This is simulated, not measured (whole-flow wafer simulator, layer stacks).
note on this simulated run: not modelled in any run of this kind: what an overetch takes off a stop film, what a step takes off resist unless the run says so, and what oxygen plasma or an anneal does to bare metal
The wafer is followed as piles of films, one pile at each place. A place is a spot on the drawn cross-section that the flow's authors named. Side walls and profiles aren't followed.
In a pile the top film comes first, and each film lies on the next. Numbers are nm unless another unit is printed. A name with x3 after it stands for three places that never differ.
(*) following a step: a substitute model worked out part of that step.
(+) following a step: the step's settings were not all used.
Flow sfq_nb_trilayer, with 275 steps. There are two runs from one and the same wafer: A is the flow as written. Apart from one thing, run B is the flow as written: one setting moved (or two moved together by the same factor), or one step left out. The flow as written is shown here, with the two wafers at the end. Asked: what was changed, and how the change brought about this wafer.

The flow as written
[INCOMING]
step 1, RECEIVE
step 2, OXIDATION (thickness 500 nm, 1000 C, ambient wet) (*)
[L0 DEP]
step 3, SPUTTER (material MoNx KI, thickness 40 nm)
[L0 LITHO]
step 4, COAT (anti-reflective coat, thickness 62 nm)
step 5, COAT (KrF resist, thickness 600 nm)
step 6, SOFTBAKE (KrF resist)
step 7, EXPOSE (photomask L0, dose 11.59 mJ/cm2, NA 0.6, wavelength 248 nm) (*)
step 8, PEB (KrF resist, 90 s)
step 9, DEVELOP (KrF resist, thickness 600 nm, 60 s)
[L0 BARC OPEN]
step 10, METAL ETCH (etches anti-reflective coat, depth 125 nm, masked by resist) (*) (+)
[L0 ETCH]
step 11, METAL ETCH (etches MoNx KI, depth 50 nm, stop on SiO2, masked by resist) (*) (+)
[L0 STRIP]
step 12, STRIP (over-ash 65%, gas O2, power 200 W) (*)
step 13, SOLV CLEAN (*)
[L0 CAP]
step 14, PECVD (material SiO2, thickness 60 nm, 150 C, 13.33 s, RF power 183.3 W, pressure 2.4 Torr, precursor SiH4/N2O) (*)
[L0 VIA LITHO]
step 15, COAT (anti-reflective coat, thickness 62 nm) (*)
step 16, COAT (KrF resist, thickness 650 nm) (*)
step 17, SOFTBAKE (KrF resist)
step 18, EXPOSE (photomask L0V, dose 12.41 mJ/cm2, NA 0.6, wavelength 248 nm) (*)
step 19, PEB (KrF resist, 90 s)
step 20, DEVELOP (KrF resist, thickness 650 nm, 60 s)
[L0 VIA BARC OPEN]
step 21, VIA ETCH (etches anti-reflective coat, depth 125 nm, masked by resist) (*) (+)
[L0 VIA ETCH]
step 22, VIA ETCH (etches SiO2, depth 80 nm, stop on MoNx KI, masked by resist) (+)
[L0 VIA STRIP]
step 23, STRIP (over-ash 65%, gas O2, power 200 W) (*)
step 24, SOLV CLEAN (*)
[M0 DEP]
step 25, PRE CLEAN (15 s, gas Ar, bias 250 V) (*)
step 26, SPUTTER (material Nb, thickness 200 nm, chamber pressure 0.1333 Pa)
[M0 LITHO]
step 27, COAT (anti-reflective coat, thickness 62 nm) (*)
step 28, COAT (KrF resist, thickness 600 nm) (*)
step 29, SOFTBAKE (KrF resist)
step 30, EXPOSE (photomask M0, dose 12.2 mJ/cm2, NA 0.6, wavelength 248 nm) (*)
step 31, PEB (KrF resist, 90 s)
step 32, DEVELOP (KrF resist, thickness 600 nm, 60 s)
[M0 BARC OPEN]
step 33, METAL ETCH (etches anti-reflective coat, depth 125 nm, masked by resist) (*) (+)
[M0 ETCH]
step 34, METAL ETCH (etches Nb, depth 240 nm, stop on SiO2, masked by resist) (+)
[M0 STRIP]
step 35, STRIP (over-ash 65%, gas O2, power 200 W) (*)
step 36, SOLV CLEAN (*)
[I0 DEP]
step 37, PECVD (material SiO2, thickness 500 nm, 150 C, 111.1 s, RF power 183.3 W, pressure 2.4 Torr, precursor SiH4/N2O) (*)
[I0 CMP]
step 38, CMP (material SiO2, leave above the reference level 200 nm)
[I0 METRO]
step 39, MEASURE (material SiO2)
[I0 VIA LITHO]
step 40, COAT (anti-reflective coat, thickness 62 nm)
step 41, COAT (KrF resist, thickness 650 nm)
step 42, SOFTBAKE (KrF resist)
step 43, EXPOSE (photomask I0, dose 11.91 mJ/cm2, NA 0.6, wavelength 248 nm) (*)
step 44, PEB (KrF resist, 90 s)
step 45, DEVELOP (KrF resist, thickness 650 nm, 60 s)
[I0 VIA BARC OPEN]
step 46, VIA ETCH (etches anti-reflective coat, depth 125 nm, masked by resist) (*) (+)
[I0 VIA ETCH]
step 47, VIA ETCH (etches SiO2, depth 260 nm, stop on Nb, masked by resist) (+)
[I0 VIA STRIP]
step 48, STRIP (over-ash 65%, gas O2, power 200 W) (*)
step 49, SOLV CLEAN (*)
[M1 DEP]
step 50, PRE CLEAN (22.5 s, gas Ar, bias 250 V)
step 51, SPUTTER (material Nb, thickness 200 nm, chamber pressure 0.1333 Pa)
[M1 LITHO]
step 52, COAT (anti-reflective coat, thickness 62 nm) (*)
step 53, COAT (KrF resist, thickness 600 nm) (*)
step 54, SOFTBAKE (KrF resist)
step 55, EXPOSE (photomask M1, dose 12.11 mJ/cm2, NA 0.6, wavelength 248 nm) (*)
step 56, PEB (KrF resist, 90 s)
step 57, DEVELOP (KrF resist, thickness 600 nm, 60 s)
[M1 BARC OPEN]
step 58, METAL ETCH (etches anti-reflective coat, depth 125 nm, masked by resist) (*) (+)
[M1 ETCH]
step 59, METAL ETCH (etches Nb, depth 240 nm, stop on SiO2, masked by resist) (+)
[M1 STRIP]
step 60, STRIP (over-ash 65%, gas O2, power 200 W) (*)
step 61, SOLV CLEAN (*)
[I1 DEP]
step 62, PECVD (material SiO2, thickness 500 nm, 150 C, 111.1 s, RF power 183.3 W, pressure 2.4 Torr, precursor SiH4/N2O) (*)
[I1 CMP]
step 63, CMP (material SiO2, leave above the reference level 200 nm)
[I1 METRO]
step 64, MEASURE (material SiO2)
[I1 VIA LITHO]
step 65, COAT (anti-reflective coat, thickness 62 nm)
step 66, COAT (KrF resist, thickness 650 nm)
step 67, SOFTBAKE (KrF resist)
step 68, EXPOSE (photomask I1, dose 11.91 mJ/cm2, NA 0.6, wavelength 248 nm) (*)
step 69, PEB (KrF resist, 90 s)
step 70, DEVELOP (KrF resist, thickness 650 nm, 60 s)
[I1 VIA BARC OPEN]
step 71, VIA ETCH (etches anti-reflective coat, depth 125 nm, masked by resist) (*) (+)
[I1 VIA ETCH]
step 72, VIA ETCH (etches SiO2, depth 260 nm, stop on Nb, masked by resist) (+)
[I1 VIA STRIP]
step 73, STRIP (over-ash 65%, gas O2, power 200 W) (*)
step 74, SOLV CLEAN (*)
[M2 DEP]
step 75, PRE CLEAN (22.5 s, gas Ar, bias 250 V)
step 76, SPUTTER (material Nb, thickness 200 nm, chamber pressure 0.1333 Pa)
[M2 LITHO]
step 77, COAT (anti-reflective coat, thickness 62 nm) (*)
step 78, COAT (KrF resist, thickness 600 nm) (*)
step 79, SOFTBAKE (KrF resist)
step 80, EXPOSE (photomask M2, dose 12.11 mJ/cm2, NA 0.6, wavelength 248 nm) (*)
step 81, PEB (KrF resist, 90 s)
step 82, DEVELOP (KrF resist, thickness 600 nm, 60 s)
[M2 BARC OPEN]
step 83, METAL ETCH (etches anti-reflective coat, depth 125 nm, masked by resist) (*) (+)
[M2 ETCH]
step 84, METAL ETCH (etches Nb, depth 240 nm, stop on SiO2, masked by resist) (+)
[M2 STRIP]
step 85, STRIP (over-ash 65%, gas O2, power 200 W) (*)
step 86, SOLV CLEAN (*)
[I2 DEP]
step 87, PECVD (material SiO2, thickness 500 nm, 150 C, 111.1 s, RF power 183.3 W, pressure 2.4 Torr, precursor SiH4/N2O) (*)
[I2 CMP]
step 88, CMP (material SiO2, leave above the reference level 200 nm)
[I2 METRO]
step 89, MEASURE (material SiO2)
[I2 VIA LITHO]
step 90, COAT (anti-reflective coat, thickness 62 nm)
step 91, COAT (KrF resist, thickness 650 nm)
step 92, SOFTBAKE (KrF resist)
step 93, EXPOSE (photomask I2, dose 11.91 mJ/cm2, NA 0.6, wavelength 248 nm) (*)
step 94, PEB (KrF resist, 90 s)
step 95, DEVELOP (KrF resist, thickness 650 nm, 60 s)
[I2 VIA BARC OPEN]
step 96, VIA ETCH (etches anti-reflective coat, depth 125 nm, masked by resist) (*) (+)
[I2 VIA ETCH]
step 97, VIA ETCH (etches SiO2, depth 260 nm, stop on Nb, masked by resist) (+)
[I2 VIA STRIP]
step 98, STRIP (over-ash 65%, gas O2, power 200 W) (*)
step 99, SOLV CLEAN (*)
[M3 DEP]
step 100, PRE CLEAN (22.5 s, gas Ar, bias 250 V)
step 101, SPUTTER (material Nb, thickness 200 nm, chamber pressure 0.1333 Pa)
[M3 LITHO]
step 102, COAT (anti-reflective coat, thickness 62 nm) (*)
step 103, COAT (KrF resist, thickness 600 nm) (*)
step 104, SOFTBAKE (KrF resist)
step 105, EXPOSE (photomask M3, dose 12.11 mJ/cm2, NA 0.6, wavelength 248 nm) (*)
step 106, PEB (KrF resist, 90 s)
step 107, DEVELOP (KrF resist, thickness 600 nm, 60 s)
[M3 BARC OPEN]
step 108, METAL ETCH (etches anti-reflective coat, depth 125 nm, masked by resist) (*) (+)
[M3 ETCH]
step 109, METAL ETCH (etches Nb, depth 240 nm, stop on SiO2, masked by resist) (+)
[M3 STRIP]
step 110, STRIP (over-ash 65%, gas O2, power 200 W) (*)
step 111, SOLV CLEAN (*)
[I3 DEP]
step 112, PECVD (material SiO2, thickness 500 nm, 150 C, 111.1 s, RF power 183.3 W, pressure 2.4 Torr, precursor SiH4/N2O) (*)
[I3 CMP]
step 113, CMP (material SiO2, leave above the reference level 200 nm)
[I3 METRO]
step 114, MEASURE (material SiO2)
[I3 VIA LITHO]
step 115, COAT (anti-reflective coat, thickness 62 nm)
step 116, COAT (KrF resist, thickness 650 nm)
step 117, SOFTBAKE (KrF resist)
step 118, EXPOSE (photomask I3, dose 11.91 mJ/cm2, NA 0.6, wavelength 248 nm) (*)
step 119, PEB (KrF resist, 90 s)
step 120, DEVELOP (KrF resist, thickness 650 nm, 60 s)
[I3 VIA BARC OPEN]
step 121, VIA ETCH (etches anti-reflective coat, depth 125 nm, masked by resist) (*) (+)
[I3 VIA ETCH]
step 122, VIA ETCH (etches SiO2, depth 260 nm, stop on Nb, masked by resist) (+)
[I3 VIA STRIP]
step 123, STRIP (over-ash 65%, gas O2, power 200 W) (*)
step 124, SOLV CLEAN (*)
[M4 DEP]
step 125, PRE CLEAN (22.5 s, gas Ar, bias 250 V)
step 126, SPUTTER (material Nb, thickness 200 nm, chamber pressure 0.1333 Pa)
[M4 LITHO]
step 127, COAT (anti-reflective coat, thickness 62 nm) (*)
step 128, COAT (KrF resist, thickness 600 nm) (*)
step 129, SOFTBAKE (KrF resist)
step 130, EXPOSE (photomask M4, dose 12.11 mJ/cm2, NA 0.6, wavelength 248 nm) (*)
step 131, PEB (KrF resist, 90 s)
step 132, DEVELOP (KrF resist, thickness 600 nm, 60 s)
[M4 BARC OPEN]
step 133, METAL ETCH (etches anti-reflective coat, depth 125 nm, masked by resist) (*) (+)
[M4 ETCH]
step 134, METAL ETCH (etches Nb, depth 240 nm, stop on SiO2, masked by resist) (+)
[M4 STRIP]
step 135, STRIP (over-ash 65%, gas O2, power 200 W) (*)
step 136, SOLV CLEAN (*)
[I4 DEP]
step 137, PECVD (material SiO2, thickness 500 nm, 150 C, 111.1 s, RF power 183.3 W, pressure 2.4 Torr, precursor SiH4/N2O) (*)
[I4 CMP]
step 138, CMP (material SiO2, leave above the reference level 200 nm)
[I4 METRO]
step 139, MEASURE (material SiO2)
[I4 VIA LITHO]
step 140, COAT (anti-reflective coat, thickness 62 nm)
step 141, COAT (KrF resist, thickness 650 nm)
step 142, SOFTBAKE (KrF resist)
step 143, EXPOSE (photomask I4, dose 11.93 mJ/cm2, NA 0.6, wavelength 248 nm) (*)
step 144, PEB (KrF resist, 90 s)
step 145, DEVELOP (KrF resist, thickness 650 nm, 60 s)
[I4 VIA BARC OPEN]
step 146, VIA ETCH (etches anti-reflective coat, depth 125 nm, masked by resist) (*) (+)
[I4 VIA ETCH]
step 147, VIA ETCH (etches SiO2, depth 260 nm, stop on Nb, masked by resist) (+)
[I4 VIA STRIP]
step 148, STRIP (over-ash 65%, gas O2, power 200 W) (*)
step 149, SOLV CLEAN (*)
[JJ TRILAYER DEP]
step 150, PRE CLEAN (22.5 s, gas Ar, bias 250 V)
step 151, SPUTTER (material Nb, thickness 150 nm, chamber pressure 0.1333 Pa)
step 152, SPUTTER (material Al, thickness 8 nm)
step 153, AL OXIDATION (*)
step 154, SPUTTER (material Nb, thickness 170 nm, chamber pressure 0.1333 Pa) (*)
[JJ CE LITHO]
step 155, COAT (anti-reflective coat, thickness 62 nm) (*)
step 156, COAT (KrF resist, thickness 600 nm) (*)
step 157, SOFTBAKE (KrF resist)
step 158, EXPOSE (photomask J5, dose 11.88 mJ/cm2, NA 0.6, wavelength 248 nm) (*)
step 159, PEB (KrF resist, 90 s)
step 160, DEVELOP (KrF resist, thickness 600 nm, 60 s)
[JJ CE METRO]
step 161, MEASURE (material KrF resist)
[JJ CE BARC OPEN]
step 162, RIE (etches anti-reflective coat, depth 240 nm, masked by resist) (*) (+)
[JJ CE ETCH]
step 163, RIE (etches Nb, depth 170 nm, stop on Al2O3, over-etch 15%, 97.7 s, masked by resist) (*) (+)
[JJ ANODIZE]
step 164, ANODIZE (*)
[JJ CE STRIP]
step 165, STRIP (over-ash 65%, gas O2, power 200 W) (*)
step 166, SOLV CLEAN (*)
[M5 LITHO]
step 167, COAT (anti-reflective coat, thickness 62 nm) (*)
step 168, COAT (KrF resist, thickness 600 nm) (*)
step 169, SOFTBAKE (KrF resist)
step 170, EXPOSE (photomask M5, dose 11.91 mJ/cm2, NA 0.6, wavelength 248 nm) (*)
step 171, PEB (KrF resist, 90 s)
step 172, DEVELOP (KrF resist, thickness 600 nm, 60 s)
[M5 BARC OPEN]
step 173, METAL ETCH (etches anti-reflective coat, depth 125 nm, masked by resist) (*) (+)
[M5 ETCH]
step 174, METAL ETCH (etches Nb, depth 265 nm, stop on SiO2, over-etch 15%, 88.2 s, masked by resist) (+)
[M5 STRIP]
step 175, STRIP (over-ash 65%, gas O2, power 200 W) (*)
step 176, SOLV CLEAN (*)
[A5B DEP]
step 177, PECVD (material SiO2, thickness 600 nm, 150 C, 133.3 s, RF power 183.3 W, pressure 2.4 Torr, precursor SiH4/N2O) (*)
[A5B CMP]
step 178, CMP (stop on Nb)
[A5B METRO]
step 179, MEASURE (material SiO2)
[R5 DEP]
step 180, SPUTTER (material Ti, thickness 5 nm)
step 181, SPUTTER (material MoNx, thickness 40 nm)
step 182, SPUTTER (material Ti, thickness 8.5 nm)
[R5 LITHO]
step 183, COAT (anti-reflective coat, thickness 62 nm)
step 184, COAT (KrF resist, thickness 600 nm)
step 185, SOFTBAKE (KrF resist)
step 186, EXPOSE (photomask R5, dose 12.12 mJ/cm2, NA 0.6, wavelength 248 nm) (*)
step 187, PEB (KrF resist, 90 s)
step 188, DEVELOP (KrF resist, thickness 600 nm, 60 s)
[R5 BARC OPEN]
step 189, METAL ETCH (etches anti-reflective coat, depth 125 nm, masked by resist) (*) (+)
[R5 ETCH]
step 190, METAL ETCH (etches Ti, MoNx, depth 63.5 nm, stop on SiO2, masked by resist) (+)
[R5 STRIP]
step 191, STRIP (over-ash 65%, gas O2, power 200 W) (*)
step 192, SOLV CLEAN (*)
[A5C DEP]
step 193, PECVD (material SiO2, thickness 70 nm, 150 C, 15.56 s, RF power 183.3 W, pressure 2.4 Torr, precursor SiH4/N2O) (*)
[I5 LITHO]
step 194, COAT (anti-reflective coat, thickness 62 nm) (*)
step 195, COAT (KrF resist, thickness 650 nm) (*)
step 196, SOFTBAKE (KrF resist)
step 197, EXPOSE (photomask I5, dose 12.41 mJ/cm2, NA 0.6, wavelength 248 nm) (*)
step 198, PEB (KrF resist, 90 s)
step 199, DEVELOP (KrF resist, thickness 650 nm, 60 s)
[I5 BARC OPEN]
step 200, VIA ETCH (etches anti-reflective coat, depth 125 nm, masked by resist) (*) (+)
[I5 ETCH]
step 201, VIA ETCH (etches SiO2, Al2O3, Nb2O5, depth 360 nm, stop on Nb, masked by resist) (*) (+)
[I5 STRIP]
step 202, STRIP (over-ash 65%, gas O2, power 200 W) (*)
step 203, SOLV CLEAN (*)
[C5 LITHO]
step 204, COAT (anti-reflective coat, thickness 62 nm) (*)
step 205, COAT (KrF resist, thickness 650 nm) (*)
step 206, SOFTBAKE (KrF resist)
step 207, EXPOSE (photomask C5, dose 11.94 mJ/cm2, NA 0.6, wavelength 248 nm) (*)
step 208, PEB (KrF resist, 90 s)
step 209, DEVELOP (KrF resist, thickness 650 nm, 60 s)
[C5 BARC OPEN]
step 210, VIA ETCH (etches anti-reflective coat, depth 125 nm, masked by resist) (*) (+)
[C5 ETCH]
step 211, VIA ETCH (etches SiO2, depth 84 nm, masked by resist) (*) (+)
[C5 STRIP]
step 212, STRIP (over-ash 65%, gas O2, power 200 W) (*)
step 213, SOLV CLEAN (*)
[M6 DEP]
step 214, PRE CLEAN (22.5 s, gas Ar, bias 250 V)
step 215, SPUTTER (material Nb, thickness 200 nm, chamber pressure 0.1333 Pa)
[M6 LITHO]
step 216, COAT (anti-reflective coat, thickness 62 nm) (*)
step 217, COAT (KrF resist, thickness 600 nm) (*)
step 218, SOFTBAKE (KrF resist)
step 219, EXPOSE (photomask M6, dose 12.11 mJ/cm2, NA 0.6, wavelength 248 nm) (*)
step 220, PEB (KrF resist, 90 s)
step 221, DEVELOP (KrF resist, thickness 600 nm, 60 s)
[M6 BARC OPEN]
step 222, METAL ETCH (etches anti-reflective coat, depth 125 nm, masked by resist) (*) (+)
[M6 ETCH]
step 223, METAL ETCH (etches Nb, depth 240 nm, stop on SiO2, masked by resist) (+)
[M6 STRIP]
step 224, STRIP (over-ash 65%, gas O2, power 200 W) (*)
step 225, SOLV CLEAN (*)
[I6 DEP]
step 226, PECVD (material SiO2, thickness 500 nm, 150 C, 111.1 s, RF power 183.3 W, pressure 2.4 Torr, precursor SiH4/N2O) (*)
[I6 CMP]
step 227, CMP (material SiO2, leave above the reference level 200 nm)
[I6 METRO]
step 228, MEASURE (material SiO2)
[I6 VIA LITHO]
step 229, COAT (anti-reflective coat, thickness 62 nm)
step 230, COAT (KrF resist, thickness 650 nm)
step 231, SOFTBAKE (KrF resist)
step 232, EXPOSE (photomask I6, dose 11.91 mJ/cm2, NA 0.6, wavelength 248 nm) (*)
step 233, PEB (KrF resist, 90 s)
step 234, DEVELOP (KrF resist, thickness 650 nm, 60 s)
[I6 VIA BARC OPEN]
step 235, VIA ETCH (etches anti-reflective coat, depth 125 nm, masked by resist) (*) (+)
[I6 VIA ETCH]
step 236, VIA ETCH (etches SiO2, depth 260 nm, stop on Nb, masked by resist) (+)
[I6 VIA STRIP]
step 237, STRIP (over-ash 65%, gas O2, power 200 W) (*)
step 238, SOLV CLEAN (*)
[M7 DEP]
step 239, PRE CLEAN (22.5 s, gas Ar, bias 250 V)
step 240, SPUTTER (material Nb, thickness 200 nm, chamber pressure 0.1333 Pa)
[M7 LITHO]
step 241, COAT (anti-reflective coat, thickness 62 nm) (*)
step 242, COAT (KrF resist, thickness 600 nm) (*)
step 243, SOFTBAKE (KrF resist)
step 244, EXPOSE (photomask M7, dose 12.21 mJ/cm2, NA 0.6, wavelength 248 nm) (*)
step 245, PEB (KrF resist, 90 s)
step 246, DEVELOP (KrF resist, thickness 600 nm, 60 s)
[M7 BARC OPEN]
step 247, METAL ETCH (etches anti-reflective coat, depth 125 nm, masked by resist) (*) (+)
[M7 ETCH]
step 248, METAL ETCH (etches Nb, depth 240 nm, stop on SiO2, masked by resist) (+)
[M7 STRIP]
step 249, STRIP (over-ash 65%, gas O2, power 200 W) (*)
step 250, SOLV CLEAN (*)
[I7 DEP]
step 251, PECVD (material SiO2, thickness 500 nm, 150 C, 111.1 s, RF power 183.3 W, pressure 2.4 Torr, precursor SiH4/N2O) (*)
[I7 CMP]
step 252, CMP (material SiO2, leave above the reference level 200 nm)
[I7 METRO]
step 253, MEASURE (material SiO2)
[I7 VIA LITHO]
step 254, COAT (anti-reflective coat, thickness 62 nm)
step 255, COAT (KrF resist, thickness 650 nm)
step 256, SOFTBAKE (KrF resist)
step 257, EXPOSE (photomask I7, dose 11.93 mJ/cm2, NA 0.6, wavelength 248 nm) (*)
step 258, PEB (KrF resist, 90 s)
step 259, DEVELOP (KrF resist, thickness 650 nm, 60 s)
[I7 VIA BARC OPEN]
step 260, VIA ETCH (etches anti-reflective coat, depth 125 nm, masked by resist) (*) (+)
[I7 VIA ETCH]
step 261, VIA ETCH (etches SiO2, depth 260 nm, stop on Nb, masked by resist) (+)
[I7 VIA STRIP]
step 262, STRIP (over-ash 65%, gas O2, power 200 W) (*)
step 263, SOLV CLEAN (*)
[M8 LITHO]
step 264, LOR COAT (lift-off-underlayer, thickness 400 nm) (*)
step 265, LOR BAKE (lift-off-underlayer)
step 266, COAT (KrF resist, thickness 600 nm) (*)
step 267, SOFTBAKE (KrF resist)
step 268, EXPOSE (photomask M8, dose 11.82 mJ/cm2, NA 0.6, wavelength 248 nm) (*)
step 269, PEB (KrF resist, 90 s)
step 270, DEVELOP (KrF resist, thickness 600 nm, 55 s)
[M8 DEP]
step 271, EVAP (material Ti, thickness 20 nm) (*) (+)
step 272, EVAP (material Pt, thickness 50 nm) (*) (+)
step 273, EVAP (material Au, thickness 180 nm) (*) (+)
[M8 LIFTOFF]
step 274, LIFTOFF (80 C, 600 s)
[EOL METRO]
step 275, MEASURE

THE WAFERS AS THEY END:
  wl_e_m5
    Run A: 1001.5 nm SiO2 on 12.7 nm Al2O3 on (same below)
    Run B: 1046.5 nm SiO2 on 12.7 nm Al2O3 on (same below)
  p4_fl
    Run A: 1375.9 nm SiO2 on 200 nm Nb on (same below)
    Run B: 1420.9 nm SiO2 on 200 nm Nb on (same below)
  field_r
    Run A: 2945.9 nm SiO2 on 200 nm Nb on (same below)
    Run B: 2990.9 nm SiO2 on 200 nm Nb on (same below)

Cause: step 227, CMP: leave above the reference level 245 nm was run, though the flow has leave above the reference level 200 nm.

How this came from the change, step by step:
  step 227, CMP (material SiO2, leave above the reference level 200 nm)
      field_l, p4_fl, p4_fm and 59 more: A -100 SiO2 | B -55 SiO2
      v_sur, via_wl, via_w and 15 more: A -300 SiO2 | B -255 SiO2
      (also at 26 further places)
  step 236, VIA ETCH (etches SiO2, depth 260 nm, stop on Nb, masked by resist) (+)
      via_v: A -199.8 SiO2 (all of it) | B -244.8 SiO2 (all of it)
  step 240, SPUTTER (material Nb, thickness 200 nm, chamber pressure 0.1333 Pa)
      via_v: A +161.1 Nb | B +150.6 Nb
  step 241, COAT (anti-reflective coat, thickness 62 nm) (*)
      via_sp: A +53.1 anti-reflective coat (new film) | B +52 anti-reflective coat (new film)
      via_v: A +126 anti-reflective coat (new film) | B +135.9 anti-reflective coat (new film)
      (also at 1 further place)
  step 242, COAT (KrF resist, thickness 600 nm) (*)
      via_v: A +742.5 KrF resist (new film) | B +780.5 KrF resist (new film)
  step 249, STRIP (over-ash 65%, gas O2, power 200 W) (*)
      via_sp: A -373.6 KrF resist (all of it), -53.1 anti-reflective coat (all of it) | B -370.6 KrF resist (all of it), -52 anti-reflective coat (all of it)
      via_v: A -524.5 KrF resist (all of it), -126 anti-reflective coat (all of it) | B -562.4 KrF resist (all of it), -135.9 anti-reflective coat (all of it)
      (also at 1 further place)
  step 251, PECVD (material SiO2, thickness 500 nm, 150 C, 111.1 s, RF power 183.3 W, pressure 2.4 Torr, precursor SiH4/N2O) (*)
      via_v: A +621 SiO2 (new film) | B +676.5 SiO2 (new film)
